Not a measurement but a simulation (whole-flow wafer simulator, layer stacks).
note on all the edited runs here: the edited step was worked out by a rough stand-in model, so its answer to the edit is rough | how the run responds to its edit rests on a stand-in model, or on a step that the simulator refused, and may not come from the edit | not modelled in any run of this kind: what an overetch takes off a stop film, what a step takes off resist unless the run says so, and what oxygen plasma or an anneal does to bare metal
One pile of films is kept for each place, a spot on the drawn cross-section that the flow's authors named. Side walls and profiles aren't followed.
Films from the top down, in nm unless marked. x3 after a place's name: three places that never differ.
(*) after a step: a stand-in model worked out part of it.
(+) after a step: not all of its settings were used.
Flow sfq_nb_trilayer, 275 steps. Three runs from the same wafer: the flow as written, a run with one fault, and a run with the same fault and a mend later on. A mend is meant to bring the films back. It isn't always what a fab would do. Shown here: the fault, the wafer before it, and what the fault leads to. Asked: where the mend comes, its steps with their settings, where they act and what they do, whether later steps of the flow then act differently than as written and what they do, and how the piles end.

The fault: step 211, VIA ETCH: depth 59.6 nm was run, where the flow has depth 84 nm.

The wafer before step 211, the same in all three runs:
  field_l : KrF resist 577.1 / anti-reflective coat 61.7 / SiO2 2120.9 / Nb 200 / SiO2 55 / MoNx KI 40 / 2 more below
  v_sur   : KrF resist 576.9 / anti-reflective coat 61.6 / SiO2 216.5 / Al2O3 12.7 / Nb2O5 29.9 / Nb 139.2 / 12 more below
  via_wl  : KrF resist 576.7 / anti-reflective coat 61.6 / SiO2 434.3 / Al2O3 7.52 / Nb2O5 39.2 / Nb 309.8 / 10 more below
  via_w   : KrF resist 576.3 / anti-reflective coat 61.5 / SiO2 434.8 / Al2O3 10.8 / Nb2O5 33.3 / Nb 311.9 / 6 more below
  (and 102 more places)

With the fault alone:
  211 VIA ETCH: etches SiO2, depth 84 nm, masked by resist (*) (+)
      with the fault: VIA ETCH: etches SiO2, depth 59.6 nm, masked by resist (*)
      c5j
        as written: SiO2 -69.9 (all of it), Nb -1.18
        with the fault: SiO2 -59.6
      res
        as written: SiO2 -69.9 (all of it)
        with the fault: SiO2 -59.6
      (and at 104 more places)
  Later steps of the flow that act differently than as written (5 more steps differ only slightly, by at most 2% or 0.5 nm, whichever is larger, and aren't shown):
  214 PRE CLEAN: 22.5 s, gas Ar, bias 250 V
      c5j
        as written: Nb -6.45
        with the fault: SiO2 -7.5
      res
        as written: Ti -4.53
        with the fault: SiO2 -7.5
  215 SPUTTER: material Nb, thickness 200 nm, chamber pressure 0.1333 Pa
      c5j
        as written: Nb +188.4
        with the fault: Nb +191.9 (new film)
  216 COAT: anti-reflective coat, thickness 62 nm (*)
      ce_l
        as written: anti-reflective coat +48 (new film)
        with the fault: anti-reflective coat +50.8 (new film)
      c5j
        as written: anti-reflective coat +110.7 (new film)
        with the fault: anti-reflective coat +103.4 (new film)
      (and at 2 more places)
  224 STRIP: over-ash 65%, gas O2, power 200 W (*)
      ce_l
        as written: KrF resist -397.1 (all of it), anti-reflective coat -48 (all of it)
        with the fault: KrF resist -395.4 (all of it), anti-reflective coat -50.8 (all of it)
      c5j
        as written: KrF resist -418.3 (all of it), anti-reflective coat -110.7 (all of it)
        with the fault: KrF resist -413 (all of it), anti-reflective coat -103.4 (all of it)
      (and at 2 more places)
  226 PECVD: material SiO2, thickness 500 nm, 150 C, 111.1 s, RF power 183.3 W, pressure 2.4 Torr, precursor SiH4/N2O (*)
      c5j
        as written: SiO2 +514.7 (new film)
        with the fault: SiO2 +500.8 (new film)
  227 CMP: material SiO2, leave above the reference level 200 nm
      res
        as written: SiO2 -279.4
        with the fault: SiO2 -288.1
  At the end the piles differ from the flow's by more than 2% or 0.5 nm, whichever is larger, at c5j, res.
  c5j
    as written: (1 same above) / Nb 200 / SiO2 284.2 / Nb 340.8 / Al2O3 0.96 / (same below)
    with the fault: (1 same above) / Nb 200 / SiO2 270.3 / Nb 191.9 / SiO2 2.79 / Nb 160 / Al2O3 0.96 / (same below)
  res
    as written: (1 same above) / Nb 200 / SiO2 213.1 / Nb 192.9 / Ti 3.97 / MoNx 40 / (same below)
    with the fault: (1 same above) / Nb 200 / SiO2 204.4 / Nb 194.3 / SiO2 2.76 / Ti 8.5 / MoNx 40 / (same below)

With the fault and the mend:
  The mend comes after step 212.
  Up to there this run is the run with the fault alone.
  212a COAT: anti-reflective coat, thickness 62 nm (*) (the flow's step 204 once more)
      ln_m5, p4_fl x3, p4_w1 x9 and 52 more
        anti-reflective coat +62 (new film)
      field_r, lsp_m, ln_m6 and 7 more
        anti-reflective coat +61.9 (new film)
      v_sur, via_wl
        anti-reflective coat +61.5 (new film)
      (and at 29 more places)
  212b COAT: KrF resist, thickness 650 nm (*) (the flow's step 205 once more)
      l0_sur, l0v, p4_fl x3 and 44 more
        KrF resist +650 (new film)
      wl_b_m5, wl_b_sr, wl_c_sl and 12 more
        KrF resist +649.9 (new film)
      ln_m6, wl_j_sl, wl_j_sr
        KrF resist +650.2 (new film)
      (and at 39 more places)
  212c SOFTBAKE: KrF resist (the flow's step 206 once more)
      changes no film at any place that is followed
  212d EXPOSE: photomask C5, dose 11.94 mJ/cm2, NA 0.6, wavelength 248 nm (*) (the flow's step 207 once more)
      changes no film at any place that is followed
  212e PEB: KrF resist, 90 s (the flow's step 208 once more)
      field_l, sp_r, res and 80 more
        KrF resist -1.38
      v_sur, via_wl, via_w, via_wr, via_sp, be_sur, jj_sur
        KrF resist -1.37
      r5r_line_l, r5r_line_c, r5r_line_r
        KrF resist -1.34
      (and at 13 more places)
  212f DEVELOP: KrF resist, thickness 650 nm, 60 s (the flow's step 209 once more)
      field_l, v_sur, via_wl and 101 more
        KrF resist -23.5
      c5j
        KrF resist -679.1 (all of it)
      res
        KrF resist -647.9 (all of it)
  212g VIA ETCH: etches anti-reflective coat, depth 125 nm, masked by resist (+) (the flow's step 210 once more)
      field_l, v_sur, via_wl and 101 more
        KrF resist -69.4
      c5j
        anti-reflective coat -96 (all of it), SiO2 -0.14
      res
        anti-reflective coat -84.9 (all of it), SiO2 -0.2
  212h VIA ETCH: etches SiO2, depth 24.4 nm, masked by resist (*) (+) (the flow's step 211 once more, with other settings)
      field_l, v_sur, via_wl and 101 more
        KrF resist -2.6
      c5j
        SiO2 -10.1 (all of it), Nb -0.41
      res
        SiO2 -10.1 (all of it)
  212i STRIP: over-ash 65%, gas O2, power 200 W (*) (the flow's step 212 once more)
      p4_fl x3, p4_w1 x9, p4_g1 x2 and 33 more
        KrF resist -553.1 (all of it), anti-reflective coat -62 (all of it)
      wl_b_sl, wl_b_m5, wl_b_sr and 9 more
        KrF resist -552.9 (all of it), anti-reflective coat -62 (all of it)
      wl_d_sl, wl_d_m1, wl_d_sr, wl_e_sl, wl_e_m5
        KrF resist -553 (all of it), anti-reflective coat -62 (all of it)
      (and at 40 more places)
  No later step of the flow acts differently than as written, at any place that is followed, by more than 2% or 0.5 nm, whichever is larger.
  At the end the piles differ from the flow's only slightly at the places that both follow, by at most 2% or 0.5 nm, whichever is larger.
